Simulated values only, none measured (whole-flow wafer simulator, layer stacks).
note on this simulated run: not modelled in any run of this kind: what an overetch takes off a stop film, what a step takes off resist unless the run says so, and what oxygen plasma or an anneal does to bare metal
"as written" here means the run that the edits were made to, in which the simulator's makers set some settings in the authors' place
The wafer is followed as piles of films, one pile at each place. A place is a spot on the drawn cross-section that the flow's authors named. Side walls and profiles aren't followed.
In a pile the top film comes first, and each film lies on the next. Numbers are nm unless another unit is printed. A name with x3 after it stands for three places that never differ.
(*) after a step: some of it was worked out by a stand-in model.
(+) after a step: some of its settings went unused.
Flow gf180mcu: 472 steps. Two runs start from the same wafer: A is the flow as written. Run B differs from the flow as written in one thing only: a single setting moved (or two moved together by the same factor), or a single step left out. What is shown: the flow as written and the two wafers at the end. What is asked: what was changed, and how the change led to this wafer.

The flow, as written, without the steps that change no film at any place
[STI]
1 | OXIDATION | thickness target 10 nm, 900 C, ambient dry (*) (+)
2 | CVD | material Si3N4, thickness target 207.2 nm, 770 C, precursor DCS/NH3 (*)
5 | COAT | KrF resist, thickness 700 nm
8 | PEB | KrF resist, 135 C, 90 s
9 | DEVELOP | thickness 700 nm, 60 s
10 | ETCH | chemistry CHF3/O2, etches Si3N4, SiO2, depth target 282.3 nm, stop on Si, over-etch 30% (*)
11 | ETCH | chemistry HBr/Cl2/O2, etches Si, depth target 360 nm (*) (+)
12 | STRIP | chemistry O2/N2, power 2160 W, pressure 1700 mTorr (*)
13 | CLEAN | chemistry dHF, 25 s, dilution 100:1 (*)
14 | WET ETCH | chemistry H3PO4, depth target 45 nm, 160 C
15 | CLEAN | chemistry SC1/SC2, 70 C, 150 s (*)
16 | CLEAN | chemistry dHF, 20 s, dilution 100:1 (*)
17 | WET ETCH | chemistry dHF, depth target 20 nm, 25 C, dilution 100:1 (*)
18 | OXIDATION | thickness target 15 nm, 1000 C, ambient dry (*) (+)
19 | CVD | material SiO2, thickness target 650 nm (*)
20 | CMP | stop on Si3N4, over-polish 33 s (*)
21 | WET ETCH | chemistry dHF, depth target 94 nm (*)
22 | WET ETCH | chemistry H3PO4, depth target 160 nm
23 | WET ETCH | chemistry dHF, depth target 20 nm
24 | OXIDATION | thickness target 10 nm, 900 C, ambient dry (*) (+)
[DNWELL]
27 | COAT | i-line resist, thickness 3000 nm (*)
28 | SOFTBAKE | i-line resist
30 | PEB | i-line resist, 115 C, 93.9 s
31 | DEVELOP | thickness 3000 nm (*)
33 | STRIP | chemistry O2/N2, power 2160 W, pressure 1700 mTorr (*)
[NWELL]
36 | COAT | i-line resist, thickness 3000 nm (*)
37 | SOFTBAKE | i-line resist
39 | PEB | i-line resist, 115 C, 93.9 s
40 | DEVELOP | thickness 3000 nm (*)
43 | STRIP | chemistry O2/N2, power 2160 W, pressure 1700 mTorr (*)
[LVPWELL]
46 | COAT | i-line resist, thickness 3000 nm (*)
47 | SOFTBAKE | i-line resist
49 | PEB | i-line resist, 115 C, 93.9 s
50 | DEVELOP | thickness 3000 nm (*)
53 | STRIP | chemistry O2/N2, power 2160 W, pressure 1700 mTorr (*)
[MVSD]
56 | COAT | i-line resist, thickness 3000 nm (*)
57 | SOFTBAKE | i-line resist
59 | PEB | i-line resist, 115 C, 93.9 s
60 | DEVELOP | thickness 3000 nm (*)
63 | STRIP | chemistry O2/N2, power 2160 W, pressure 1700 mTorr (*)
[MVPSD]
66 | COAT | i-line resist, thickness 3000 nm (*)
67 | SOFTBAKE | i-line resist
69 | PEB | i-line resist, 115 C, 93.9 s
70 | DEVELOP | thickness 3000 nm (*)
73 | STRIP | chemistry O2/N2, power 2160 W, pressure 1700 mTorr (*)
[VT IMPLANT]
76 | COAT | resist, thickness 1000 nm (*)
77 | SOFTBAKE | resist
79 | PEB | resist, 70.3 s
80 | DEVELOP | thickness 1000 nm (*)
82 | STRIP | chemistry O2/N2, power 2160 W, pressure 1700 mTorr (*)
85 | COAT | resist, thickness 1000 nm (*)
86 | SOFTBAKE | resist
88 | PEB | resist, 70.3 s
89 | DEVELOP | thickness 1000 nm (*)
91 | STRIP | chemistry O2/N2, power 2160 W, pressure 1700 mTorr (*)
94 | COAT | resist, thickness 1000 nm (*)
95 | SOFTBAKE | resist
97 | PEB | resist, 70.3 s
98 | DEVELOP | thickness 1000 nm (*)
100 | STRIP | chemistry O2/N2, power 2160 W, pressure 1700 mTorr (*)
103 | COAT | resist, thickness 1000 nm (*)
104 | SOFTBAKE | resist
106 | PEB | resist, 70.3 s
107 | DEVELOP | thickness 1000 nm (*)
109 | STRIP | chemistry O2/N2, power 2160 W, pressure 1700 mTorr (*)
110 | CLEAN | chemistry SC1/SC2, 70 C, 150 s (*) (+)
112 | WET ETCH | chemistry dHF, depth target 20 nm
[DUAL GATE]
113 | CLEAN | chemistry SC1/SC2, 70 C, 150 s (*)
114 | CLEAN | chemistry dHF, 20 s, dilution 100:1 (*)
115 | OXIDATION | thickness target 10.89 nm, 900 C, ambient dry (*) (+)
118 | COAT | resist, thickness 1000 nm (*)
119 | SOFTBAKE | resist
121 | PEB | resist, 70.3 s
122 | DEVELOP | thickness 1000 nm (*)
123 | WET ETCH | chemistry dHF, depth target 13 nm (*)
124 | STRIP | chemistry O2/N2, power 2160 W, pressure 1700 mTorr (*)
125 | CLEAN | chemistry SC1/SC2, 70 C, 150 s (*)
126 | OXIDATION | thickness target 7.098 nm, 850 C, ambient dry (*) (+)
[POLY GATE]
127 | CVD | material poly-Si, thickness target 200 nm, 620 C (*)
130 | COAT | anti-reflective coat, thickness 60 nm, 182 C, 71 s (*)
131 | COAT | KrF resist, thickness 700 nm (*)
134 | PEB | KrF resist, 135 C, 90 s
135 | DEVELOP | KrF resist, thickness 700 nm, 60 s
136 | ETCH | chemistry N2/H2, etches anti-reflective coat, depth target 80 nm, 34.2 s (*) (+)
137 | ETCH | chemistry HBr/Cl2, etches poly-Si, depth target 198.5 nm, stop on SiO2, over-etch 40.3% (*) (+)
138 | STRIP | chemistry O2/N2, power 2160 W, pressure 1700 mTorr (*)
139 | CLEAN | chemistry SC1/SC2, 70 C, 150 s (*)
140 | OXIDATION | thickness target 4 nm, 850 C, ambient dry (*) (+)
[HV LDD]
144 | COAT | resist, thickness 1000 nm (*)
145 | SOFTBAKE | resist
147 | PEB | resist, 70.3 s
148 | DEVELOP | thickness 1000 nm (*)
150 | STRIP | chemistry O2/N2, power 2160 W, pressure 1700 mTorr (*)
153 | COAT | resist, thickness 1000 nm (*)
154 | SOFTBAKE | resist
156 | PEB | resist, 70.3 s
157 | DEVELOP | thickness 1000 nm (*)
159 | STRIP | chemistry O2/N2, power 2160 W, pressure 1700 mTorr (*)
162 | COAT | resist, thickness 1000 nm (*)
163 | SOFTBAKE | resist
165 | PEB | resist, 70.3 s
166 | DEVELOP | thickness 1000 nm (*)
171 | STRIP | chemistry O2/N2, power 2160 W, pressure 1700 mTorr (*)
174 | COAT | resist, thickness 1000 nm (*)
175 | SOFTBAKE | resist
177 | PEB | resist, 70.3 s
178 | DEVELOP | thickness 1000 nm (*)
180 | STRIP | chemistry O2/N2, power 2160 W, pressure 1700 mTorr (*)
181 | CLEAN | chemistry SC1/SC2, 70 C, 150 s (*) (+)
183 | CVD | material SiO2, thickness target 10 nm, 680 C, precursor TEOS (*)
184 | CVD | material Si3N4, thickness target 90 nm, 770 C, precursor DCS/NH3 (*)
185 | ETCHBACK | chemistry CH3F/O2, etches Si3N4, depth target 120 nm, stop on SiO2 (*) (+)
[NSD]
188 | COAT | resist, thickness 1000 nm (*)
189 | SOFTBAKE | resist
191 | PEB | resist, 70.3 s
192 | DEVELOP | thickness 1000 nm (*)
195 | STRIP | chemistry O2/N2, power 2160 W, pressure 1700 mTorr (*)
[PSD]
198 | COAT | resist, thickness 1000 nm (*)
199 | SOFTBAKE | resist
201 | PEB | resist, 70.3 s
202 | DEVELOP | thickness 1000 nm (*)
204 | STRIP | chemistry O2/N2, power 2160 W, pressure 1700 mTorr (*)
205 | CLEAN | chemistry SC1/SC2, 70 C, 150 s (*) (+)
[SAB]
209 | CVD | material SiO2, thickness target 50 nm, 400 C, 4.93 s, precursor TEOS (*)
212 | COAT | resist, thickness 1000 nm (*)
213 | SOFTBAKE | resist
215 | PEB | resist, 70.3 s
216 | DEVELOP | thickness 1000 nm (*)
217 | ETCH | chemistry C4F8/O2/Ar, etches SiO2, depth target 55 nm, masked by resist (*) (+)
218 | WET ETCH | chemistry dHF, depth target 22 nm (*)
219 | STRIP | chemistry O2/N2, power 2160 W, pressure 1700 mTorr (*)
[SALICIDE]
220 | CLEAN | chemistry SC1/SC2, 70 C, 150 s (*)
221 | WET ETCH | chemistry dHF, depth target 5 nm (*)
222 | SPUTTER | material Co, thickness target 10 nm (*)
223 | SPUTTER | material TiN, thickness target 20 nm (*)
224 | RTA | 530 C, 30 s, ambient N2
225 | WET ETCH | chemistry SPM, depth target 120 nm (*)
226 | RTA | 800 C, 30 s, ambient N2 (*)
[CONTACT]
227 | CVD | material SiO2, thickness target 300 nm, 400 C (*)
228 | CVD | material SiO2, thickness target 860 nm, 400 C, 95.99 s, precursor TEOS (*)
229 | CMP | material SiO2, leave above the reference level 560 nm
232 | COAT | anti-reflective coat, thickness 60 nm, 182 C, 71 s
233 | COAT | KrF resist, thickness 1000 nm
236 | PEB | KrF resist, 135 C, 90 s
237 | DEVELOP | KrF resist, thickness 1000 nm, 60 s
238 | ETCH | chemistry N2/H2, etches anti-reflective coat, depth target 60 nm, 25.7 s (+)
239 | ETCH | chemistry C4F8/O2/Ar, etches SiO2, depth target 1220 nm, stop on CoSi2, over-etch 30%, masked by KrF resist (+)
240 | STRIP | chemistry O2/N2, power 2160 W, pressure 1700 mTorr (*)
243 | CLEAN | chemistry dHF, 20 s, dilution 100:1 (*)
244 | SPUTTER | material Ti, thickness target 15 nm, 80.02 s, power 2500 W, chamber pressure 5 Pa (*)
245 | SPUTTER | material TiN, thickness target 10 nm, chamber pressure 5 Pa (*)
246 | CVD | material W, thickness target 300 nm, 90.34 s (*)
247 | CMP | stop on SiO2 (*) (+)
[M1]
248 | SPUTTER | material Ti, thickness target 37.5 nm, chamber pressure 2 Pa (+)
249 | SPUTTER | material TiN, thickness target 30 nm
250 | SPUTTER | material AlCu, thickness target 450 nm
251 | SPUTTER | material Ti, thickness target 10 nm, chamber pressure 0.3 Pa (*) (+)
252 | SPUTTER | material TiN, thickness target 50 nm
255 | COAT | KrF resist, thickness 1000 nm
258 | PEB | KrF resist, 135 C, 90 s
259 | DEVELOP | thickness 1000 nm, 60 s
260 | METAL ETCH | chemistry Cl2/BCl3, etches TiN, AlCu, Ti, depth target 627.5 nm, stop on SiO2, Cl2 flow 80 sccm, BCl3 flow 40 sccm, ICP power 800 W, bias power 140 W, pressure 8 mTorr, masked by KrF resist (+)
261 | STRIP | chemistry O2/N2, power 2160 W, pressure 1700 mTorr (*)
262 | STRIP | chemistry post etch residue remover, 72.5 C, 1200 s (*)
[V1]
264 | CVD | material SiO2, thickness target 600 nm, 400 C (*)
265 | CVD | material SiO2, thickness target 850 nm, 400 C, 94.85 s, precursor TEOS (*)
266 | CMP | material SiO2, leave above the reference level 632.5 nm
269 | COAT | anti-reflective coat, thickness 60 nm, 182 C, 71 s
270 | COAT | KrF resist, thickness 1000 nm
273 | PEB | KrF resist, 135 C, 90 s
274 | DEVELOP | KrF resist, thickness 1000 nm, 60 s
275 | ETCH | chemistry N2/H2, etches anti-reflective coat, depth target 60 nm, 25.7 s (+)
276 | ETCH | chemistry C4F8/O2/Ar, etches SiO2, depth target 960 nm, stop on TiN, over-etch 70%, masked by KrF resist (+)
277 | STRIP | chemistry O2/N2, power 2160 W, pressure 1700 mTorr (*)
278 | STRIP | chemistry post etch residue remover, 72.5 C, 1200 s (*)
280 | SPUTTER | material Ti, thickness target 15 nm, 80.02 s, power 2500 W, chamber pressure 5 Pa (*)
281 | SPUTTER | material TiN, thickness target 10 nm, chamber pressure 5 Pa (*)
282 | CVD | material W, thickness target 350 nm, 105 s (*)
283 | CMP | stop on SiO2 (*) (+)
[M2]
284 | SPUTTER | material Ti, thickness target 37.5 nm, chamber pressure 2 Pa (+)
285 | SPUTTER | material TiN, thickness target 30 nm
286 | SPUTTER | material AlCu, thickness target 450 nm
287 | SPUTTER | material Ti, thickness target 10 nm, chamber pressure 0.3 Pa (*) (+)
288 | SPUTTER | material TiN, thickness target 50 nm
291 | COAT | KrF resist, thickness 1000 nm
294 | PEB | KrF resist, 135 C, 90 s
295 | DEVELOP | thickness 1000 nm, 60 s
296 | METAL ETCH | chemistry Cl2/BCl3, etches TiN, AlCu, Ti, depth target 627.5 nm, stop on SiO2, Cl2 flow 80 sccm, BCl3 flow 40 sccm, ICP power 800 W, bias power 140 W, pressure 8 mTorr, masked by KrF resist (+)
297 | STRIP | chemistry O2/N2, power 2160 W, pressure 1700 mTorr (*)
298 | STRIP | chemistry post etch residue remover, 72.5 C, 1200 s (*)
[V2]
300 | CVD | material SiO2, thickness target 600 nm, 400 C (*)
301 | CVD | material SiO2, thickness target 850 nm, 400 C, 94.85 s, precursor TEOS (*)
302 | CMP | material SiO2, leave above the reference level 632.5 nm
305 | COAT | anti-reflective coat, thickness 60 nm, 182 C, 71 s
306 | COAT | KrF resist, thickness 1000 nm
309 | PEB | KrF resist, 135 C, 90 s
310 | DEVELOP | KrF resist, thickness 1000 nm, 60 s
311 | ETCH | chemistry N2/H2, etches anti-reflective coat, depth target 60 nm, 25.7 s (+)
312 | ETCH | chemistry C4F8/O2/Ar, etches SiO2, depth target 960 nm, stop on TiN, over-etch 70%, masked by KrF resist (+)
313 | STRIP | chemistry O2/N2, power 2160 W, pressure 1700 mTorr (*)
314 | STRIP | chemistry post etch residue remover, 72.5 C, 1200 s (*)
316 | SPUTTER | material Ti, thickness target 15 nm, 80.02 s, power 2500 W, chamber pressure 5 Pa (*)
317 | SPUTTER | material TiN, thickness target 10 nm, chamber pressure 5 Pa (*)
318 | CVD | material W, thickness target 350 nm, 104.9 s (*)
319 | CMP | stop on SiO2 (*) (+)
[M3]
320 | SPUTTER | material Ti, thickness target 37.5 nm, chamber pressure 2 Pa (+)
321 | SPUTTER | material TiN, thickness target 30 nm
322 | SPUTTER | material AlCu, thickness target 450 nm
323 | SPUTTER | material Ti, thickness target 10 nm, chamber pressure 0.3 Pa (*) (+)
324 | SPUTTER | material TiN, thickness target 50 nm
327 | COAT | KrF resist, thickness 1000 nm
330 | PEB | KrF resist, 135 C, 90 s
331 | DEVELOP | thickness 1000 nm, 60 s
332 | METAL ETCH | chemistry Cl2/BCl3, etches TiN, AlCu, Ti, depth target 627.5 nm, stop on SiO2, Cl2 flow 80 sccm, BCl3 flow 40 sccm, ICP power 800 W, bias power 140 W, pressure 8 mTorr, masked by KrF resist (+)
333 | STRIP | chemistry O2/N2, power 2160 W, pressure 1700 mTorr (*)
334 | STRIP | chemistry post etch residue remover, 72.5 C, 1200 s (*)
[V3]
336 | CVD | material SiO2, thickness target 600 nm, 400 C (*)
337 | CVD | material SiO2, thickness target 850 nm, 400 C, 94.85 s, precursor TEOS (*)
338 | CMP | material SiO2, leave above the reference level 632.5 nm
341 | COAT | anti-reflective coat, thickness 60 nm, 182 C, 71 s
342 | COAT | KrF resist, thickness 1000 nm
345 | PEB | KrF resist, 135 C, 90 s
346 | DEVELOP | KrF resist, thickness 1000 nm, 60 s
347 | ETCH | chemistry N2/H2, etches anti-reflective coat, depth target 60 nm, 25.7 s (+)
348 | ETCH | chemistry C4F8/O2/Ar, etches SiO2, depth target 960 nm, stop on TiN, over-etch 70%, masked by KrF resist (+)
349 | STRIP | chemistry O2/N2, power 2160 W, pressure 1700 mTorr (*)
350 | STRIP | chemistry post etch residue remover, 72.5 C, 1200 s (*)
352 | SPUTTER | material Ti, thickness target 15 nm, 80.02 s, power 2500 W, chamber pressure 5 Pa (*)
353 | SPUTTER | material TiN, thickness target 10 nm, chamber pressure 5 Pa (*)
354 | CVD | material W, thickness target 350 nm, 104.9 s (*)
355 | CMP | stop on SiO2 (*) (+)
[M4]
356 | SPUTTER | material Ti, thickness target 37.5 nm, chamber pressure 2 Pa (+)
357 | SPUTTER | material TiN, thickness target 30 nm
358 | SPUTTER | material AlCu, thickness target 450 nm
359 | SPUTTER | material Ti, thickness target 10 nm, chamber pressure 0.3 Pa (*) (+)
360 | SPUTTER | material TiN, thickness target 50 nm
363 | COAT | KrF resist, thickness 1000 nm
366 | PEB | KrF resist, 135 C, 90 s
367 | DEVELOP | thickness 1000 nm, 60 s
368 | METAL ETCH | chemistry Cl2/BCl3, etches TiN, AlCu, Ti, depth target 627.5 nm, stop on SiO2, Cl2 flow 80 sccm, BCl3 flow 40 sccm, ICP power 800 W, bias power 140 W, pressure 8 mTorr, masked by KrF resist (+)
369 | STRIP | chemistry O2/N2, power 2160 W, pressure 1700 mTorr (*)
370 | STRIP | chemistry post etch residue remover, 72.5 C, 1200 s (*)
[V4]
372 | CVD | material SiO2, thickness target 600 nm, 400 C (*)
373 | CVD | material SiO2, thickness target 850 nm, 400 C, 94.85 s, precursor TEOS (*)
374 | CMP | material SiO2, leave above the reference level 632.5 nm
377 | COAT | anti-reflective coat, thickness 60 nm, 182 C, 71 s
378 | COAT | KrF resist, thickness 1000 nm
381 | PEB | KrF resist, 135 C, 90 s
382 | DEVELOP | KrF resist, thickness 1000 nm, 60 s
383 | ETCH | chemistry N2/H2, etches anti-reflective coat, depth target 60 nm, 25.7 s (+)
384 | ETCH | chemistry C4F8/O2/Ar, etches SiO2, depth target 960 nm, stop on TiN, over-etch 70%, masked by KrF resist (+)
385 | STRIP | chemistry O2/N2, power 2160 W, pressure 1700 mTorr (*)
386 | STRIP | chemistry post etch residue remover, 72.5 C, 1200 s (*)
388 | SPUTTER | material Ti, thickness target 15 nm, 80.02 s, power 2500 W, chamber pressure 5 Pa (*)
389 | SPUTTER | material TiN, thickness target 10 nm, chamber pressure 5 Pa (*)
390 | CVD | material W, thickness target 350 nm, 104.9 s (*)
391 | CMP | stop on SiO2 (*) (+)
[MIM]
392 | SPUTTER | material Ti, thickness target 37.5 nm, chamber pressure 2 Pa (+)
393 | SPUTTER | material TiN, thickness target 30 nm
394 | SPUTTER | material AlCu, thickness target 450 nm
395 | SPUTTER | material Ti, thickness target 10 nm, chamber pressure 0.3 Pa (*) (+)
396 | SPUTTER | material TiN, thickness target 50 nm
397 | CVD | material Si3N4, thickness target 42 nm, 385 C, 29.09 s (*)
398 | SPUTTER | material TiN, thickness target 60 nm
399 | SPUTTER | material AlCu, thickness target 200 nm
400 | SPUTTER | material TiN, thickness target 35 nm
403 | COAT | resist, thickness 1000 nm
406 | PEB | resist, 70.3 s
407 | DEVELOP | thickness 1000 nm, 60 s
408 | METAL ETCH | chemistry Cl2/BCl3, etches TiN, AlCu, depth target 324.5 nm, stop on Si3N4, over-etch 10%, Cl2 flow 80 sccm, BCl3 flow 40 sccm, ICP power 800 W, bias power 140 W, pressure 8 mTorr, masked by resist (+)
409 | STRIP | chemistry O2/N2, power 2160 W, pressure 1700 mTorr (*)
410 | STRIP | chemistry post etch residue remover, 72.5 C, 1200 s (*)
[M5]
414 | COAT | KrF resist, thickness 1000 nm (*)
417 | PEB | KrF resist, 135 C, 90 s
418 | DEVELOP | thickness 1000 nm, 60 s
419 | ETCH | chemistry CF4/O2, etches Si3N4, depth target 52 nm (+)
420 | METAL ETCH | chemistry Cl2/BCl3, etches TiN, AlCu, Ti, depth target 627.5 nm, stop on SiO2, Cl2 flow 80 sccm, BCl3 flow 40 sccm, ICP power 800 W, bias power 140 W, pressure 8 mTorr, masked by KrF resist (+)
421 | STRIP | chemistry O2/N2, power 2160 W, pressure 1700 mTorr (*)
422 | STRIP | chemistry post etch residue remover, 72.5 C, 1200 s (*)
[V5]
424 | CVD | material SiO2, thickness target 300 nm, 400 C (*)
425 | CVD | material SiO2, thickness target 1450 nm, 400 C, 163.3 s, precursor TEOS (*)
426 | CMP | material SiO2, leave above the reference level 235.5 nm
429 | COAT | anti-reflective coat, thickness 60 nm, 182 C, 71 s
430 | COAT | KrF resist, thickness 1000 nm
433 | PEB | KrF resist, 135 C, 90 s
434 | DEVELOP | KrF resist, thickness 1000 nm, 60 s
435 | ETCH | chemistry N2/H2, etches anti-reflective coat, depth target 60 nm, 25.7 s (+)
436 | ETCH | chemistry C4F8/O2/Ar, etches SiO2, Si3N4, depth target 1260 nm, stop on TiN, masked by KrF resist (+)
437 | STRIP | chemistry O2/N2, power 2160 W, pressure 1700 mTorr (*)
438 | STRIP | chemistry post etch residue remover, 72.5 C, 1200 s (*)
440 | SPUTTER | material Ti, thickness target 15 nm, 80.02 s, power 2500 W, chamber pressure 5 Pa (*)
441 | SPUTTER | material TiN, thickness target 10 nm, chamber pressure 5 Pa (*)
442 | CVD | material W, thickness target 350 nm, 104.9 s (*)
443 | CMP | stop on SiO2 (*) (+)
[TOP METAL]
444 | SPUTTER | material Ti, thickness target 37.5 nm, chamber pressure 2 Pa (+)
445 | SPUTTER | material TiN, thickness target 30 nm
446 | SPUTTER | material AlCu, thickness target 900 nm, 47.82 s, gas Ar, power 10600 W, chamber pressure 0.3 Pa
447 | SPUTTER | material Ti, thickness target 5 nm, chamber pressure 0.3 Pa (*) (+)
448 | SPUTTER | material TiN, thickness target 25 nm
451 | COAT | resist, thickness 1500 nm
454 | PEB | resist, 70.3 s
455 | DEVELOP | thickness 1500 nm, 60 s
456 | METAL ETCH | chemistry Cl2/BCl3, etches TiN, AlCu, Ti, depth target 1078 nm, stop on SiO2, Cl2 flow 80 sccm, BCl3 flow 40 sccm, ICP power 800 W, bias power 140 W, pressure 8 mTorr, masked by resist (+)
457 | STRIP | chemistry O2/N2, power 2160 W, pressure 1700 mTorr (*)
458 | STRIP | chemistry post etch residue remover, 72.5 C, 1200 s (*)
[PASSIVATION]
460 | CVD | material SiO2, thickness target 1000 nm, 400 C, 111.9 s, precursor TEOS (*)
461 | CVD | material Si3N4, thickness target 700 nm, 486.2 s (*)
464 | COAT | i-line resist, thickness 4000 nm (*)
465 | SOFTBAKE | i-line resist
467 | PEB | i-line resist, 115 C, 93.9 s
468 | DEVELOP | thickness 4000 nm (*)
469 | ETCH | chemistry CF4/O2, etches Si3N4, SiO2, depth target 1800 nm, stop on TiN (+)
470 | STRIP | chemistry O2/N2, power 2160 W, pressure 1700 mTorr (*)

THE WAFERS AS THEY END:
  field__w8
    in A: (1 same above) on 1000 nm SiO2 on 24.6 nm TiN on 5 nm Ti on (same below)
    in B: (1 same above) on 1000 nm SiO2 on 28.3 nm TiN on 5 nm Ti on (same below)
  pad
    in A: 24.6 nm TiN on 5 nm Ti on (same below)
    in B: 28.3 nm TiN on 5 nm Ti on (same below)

Cause: step 448, SPUTTER: thickness target 28.7 nm was run, whereas the flow has thickness target 25 nm.

How this came from the change, step by step:
  448 | SPUTTER | material TiN, thickness target 25 nm
      field, field__w1, field__w2 and 109 more: A +25 TiN (new film) | B +28.7 TiN (new film)
  456 | METAL ETCH | chemistry Cl2/BCl3, etches TiN, AlCu, Ti, depth target 1078 nm, stop on SiO2, Cl2 flow 80 sccm, BCl3 flow 40 sccm, ICP power 800 W, bias power 140 W, pressure 8 mTorr, masked by resist (+)
      field, field__w1, field__w2 and 103 more: A -25 TiN (all of it), -5 Ti (all of it), -900 AlCu (all of it), -30 TiN (all of it), -37.5 Ti (all of it) | B -28.7 TiN (all of it), -5 Ti (all of it), -900 AlCu (all of it), -30 TiN (all of it), -37.5 Ti (all of it)
  465 | SOFTBAKE | i-line resist
      gate: A +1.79 i-line resist | B -0.34 i-line resist
      ld_acc_p, ld_fp_p, ld_drift_p: A +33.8 i-line resist | B +27 i-line resist
      (as well as at 57 more places)
